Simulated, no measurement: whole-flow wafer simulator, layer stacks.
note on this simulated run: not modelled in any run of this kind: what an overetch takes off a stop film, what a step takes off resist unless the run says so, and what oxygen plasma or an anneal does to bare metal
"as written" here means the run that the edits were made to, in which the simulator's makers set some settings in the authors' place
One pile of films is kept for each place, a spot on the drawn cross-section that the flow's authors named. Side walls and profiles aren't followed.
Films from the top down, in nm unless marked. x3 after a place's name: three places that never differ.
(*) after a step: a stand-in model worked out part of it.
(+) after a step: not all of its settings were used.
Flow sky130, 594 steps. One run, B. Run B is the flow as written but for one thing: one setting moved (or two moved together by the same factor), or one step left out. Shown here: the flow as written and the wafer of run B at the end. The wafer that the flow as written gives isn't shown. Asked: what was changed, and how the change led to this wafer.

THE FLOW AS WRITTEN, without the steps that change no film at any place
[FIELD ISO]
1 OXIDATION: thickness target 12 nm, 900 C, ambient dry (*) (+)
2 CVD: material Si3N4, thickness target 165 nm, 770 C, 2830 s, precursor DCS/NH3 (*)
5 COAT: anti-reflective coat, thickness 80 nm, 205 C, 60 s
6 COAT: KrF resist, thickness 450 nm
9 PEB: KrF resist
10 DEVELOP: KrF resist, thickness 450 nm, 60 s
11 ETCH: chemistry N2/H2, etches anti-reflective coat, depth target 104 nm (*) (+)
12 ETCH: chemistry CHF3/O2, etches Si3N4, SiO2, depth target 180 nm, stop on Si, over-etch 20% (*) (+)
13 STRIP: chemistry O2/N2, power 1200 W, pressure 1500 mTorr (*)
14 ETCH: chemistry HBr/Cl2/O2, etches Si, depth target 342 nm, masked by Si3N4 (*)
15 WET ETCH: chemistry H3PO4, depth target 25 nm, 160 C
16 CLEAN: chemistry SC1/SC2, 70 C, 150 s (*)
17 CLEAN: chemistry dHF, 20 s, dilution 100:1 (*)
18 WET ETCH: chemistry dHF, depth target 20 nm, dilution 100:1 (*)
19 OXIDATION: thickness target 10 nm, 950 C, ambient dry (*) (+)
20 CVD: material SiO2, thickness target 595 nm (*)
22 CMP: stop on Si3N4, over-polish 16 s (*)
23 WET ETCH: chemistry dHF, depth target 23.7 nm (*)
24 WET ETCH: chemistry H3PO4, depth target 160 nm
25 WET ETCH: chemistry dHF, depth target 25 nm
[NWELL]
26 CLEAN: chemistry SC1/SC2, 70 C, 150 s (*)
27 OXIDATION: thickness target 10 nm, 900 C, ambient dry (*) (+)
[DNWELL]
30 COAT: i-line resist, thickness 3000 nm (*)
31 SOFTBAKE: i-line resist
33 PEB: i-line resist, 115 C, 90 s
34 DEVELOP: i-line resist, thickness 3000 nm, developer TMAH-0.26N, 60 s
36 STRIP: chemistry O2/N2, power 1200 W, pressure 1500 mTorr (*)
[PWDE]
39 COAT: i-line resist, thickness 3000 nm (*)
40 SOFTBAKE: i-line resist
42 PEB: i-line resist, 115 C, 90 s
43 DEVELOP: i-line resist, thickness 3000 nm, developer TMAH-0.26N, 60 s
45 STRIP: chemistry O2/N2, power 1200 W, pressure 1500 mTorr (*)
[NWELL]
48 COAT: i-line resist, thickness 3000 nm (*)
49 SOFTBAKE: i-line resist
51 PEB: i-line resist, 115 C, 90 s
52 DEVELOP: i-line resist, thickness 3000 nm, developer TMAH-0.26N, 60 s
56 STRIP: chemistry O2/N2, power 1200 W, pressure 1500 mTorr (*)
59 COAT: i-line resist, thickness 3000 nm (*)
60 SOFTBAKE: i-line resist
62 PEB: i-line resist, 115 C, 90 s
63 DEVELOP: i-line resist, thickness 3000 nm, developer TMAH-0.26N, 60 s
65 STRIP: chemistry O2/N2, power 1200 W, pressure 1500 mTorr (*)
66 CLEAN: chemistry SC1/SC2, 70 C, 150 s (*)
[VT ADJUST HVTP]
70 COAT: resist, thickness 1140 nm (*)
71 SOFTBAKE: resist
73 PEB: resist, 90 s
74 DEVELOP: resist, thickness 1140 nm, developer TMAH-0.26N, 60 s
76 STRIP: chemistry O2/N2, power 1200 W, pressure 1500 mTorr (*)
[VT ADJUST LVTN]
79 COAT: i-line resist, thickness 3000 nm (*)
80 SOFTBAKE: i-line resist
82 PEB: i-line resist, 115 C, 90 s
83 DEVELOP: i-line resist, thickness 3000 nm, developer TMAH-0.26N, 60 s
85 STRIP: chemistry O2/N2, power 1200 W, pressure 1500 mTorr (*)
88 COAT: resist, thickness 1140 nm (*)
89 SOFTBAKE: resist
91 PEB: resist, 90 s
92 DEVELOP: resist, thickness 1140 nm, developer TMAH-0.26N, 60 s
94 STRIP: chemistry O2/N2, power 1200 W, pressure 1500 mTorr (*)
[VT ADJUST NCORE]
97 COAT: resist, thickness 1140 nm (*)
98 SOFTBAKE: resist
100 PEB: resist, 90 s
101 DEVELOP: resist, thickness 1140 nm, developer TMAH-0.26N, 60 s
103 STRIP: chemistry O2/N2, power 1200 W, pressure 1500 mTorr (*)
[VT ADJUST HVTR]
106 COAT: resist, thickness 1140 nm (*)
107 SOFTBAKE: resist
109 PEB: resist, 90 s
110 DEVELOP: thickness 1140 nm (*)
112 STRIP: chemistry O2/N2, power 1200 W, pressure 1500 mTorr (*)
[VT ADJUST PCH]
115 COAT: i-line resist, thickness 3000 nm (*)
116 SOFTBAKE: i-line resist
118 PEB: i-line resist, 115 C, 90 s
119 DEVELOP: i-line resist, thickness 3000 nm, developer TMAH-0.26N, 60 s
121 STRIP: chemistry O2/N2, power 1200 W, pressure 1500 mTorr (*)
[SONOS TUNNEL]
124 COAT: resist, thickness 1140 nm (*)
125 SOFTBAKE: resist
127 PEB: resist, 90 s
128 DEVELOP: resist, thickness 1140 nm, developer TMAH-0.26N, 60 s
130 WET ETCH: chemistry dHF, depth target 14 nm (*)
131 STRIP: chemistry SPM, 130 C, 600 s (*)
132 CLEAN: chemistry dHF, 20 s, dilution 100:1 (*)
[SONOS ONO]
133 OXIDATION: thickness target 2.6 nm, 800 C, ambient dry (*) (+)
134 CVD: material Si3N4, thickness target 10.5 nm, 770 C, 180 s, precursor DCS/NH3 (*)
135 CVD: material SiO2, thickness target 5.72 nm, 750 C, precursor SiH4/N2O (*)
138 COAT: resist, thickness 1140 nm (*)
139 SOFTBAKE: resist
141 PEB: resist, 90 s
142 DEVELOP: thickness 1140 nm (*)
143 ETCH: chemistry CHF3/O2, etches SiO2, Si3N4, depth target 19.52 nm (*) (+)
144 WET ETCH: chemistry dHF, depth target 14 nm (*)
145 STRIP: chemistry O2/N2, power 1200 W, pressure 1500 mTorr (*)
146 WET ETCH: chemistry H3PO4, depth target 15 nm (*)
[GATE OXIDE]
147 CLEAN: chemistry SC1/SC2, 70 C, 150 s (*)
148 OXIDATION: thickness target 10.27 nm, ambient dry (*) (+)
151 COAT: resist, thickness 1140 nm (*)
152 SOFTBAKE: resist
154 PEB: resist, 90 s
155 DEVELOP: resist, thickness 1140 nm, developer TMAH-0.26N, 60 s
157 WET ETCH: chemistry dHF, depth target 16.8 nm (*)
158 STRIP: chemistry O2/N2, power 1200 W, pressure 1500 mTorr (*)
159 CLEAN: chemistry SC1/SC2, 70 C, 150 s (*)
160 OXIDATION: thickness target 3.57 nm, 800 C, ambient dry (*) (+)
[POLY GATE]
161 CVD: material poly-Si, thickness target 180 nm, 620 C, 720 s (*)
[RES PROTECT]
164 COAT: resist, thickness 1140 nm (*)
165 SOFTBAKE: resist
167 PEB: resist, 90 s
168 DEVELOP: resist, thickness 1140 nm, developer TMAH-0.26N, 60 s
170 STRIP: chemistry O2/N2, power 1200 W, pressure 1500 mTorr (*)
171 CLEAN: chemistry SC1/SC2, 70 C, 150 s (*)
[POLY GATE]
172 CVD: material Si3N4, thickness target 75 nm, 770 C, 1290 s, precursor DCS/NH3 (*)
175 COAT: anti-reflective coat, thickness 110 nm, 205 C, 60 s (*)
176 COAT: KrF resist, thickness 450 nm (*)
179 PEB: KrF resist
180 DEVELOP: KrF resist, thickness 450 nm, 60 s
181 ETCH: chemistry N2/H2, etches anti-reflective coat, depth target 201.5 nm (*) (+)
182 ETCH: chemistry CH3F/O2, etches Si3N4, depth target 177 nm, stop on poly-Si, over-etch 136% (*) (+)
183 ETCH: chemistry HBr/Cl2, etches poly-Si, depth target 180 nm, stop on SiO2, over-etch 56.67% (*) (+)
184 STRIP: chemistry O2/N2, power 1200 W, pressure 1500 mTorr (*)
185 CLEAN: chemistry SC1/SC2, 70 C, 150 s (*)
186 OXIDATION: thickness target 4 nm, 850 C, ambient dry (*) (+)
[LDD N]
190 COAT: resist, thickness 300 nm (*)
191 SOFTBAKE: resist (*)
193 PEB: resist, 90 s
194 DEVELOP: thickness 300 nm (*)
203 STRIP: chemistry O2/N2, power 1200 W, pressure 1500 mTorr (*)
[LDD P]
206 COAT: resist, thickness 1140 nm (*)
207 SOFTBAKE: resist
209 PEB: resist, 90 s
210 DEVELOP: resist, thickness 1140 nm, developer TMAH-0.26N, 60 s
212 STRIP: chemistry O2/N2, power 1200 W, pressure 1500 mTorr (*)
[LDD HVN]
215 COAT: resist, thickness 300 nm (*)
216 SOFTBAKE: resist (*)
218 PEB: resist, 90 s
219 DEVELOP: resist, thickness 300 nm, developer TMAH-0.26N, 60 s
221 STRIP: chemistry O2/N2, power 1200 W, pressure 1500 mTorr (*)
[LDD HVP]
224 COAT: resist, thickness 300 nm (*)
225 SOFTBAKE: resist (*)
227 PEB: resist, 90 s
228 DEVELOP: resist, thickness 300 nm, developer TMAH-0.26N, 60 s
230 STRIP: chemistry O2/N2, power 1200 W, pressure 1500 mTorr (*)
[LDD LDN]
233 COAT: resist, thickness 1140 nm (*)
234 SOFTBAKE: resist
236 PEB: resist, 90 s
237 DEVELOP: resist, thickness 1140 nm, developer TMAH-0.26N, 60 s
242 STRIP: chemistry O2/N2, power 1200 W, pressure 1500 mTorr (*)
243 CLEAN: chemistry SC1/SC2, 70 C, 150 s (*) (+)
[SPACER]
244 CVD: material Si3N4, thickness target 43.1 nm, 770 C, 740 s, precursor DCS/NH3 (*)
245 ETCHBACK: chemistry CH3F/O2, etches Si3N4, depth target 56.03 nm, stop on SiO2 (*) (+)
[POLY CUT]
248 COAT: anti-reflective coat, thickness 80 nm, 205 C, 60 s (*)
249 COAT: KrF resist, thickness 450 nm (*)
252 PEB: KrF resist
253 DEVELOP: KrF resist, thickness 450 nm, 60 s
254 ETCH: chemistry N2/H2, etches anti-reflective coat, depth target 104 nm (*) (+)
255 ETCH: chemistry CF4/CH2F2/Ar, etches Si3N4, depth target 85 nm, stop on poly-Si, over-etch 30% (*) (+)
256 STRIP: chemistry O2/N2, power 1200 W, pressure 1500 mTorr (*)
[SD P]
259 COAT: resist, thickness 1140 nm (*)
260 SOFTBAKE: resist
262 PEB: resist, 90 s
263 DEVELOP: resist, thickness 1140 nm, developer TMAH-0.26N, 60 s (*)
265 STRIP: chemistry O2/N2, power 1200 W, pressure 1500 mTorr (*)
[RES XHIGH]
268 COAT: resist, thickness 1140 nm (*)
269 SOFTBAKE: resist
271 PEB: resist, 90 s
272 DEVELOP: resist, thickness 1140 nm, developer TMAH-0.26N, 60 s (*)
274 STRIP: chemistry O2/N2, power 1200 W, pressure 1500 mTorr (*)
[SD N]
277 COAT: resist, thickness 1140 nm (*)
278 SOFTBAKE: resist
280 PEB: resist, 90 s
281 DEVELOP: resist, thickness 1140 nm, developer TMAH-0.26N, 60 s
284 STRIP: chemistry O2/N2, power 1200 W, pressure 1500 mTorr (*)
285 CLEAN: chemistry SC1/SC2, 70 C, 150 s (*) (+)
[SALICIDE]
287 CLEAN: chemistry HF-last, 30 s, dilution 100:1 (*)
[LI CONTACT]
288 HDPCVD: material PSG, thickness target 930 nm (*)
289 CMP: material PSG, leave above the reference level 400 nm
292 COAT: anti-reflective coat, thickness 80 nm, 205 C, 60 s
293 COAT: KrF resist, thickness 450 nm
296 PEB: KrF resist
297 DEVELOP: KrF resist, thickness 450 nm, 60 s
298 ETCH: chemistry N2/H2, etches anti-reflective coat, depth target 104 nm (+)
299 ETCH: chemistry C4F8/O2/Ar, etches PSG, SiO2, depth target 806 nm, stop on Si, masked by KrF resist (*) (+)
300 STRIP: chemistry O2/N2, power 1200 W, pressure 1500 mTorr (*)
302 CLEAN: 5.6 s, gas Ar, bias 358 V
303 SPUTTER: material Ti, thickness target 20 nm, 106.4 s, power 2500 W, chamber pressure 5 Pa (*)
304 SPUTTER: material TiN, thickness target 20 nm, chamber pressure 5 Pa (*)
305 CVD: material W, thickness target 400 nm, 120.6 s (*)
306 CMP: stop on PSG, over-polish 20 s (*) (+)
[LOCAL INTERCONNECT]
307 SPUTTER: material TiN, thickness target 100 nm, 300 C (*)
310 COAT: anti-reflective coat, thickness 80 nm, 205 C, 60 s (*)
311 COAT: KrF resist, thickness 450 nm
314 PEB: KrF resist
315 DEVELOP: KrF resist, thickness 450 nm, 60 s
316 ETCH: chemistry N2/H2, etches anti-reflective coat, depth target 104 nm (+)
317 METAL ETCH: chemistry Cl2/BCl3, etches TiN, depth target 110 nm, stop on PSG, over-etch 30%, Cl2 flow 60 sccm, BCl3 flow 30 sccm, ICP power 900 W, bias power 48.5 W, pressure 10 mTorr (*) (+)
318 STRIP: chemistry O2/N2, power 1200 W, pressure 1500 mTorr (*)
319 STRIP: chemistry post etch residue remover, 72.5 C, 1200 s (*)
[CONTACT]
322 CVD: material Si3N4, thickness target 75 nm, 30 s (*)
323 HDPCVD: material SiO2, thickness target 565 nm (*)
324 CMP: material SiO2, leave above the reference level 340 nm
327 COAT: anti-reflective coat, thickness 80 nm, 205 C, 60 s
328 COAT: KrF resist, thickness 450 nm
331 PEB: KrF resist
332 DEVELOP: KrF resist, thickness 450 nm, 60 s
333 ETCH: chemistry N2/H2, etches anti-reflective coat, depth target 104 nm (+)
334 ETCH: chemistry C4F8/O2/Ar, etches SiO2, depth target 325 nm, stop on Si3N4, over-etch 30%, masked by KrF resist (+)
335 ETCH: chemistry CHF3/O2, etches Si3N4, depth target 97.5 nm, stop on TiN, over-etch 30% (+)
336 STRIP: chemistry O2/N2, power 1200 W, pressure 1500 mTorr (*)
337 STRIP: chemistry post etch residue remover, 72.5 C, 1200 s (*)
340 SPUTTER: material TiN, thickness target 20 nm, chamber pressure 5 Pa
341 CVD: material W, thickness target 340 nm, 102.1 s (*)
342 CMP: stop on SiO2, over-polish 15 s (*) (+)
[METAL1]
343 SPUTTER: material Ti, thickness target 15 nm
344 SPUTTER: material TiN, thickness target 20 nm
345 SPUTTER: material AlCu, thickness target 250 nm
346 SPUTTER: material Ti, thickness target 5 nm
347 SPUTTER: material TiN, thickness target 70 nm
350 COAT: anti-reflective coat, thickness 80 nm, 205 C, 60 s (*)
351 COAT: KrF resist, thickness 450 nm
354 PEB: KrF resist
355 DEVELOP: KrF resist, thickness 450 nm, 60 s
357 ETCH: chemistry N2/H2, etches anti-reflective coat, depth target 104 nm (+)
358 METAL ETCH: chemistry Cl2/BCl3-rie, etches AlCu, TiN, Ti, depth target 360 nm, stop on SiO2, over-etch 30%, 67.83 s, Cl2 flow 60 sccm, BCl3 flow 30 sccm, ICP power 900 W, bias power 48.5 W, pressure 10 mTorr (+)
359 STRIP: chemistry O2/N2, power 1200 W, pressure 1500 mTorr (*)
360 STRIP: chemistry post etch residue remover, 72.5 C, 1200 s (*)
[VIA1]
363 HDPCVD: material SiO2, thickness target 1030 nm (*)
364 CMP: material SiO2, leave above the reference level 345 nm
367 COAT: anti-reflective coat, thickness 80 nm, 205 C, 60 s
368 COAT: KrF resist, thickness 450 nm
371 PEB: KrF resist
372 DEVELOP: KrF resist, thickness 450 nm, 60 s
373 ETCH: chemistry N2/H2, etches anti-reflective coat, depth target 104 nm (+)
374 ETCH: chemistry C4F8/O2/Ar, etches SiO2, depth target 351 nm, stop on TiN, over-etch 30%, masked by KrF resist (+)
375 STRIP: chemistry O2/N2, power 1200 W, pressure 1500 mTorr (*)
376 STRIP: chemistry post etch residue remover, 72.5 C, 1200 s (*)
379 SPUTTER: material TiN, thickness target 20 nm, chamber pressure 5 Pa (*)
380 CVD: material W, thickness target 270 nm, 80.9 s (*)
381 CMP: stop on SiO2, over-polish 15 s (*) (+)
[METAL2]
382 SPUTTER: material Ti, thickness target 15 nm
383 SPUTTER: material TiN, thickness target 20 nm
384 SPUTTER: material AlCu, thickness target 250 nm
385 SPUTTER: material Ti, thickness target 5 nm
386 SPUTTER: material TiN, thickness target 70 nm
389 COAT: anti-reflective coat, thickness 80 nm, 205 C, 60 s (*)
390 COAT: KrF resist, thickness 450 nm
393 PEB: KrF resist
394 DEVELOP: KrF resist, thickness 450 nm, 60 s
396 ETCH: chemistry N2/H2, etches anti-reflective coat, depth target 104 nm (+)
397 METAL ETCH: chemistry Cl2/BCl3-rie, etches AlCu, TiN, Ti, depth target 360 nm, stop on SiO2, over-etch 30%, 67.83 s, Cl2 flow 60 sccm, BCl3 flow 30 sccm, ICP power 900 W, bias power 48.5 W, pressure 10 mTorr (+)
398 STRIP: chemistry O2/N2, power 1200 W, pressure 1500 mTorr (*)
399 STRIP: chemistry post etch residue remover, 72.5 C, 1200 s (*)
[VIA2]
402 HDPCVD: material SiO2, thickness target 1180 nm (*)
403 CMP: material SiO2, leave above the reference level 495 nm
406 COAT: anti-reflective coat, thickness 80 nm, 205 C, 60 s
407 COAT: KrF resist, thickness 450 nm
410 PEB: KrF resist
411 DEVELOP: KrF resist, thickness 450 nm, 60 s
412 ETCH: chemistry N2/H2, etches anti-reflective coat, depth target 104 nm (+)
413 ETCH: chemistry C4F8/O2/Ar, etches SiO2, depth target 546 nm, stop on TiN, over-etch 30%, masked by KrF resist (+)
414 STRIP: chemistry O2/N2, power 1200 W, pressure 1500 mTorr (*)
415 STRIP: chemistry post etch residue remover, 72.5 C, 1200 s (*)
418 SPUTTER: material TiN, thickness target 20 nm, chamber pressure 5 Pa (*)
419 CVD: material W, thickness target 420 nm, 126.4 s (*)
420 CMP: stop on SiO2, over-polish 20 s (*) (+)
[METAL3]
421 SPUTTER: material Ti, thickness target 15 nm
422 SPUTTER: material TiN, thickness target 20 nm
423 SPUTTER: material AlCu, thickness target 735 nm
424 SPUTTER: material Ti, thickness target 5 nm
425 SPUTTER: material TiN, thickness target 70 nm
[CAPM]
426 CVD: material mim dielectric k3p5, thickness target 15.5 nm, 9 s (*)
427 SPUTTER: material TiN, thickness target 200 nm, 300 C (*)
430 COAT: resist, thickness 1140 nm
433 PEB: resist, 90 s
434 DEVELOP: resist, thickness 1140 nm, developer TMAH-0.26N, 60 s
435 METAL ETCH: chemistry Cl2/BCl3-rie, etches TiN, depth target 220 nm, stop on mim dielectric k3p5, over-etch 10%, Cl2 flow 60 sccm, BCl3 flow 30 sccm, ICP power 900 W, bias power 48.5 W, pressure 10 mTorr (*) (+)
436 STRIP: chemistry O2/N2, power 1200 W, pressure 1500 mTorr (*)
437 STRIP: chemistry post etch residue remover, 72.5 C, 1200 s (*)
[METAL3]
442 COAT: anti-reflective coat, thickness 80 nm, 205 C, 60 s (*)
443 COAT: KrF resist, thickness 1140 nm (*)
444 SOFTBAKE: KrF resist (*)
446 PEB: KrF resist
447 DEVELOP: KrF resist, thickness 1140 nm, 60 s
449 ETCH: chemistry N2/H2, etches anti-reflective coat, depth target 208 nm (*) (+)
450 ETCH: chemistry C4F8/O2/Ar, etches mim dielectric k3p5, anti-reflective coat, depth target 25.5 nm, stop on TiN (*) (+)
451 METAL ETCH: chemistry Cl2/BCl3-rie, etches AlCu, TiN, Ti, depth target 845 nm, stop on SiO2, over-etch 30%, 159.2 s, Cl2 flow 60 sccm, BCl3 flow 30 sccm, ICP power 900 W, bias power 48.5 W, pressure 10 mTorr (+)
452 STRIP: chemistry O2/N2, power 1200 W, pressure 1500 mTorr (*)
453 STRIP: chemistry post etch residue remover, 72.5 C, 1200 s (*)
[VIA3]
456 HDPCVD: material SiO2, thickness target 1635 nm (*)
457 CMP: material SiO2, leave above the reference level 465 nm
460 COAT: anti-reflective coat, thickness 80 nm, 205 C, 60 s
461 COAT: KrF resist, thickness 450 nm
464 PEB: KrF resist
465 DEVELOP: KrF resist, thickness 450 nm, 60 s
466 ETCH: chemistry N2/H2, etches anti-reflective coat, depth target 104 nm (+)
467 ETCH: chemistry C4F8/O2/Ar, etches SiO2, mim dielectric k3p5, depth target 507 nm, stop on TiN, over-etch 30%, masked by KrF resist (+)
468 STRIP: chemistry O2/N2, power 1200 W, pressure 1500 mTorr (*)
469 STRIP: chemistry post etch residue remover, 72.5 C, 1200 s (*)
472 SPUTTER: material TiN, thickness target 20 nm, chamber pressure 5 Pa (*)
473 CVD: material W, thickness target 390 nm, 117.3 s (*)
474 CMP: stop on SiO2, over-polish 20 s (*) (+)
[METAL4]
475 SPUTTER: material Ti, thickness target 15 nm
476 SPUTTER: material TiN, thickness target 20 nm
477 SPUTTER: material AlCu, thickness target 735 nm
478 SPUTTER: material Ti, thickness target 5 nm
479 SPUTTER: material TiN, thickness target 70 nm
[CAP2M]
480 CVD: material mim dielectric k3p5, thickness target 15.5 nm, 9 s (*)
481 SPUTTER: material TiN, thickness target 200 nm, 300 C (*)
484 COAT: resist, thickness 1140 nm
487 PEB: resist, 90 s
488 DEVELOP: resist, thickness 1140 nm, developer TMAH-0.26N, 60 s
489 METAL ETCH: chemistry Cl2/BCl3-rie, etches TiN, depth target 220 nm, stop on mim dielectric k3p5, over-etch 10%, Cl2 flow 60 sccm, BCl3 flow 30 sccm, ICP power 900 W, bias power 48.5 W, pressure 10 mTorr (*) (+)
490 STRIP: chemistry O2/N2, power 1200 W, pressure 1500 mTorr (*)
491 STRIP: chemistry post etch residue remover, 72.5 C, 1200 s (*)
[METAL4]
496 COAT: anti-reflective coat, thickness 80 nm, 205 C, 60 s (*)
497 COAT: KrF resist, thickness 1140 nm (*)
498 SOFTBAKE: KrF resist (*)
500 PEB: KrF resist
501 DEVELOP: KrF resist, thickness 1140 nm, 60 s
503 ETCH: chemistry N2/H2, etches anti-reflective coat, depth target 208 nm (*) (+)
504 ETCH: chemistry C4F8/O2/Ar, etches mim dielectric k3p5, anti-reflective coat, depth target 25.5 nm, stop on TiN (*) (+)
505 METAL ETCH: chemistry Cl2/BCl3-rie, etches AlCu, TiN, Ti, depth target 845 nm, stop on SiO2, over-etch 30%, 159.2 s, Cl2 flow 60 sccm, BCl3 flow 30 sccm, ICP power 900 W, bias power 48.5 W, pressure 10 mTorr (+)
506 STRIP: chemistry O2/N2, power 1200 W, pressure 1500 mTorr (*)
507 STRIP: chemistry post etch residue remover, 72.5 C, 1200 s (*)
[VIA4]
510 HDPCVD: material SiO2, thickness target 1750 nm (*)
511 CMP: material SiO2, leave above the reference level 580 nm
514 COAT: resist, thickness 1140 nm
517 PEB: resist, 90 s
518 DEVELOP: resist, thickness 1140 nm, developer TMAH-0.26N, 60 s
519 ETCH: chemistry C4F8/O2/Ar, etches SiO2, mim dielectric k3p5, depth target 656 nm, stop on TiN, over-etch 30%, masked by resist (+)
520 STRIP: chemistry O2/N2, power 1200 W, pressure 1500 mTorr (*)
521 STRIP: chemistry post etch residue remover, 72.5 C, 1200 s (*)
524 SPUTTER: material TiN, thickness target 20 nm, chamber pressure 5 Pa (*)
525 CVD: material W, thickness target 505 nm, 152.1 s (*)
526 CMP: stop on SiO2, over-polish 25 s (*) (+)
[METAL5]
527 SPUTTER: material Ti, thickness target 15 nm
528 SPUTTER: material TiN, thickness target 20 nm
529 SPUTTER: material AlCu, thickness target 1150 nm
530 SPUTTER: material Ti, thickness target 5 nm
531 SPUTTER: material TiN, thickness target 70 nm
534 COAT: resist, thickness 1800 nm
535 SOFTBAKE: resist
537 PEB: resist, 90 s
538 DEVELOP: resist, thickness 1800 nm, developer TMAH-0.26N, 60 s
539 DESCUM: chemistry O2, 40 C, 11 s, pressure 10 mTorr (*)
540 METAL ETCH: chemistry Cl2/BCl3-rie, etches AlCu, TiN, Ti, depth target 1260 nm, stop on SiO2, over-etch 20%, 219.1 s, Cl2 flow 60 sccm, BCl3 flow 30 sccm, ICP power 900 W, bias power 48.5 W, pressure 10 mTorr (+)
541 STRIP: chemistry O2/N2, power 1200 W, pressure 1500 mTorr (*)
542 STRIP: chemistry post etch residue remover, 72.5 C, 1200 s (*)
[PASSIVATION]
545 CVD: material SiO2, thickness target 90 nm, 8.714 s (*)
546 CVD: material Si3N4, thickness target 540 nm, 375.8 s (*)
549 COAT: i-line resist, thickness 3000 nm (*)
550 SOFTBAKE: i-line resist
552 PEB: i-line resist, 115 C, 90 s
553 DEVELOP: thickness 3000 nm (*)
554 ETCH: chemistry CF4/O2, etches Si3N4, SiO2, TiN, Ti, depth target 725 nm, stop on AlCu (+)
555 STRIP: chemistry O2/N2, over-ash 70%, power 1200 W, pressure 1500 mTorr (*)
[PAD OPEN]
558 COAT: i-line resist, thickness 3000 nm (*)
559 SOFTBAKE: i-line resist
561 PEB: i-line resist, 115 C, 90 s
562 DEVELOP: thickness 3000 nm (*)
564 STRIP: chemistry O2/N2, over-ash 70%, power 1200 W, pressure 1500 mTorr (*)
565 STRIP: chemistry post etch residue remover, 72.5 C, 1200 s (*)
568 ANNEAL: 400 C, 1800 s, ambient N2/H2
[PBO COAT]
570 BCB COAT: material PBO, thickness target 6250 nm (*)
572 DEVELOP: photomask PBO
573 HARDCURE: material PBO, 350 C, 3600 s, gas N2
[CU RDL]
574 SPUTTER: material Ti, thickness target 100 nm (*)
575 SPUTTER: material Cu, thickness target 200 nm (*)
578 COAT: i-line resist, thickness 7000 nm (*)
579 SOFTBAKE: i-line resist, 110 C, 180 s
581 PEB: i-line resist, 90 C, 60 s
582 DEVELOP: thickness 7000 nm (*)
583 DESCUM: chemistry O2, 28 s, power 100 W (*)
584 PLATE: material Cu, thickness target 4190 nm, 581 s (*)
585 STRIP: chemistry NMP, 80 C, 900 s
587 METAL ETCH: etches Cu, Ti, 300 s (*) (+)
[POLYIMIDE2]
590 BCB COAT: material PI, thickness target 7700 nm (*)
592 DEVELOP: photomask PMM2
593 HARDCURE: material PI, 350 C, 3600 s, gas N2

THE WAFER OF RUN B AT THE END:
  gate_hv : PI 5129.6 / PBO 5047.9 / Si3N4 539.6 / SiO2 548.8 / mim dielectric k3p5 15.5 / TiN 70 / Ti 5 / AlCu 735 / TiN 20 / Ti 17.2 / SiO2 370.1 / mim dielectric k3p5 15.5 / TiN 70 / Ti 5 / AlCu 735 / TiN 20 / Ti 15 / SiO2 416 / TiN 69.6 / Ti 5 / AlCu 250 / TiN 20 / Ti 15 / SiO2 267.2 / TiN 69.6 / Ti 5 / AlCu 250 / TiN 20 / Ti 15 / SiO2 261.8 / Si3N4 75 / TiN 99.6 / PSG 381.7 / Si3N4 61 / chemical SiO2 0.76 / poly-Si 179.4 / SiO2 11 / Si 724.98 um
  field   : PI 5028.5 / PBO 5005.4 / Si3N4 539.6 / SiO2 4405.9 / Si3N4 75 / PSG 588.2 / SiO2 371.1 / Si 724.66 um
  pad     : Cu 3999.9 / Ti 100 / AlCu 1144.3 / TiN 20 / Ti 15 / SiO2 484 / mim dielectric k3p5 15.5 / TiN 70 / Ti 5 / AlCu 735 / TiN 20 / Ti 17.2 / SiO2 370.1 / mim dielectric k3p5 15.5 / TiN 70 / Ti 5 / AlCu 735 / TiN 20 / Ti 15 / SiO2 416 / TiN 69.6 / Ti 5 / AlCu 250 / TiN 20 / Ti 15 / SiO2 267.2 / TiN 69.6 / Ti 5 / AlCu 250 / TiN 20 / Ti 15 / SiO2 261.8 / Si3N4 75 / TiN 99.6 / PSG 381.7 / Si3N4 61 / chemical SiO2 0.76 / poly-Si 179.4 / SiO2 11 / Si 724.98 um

The cause: step 475, SPUTTER: thickness target 17.2 nm was run, where the flow has thickness target 15 nm.
It can be read off the wafer: gate_hv has Ti 17.2, and step 475 as written asks for 15 nm.

How the change led to this, step by step:
  475 SPUTTER: material Ti, thickness target 15 nm
      field, active, n_well and 189 more: Ti +17.2 (new film) (as written it would be: Ti +15 (new film))
  505 METAL ETCH: chemistry Cl2/BCl3-rie, etches AlCu, TiN, Ti, depth target 845 nm, stop on SiO2, over-etch 30%, 159.2 s, Cl2 flow 60 sccm, BCl3 flow 30 sccm, ICP power 900 W, bias power 48.5 W, pressure 10 mTorr (+)
      field, active, gate and 70 more: TiN -70 (all of it), Ti -5 (all of it), AlCu -735 (all of it), TiN -20 (all of it), Ti -17.2 (all of it), SiO2 -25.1 (as written it would be: TiN -70 (all of it), Ti -5 (all of it), AlCu -735 (all of it), TiN -20 (all of it), Ti -15 (all of it), SiO2 -25.4)
      vpp_iso1, mim_edge_plate, m1_ln and 12 more: TiN -70 (all of it), Ti -5 (all of it), AlCu -735 (all of it), TiN -20 (all of it), Ti -17.2 (all of it), SiO2 -25.1 (as written it would be: TiN -70 (all of it), Ti -5 (all of it), AlCu -735 (all of it), TiN -20 (all of it), Ti -15 (all of it), SiO2 -25.3)
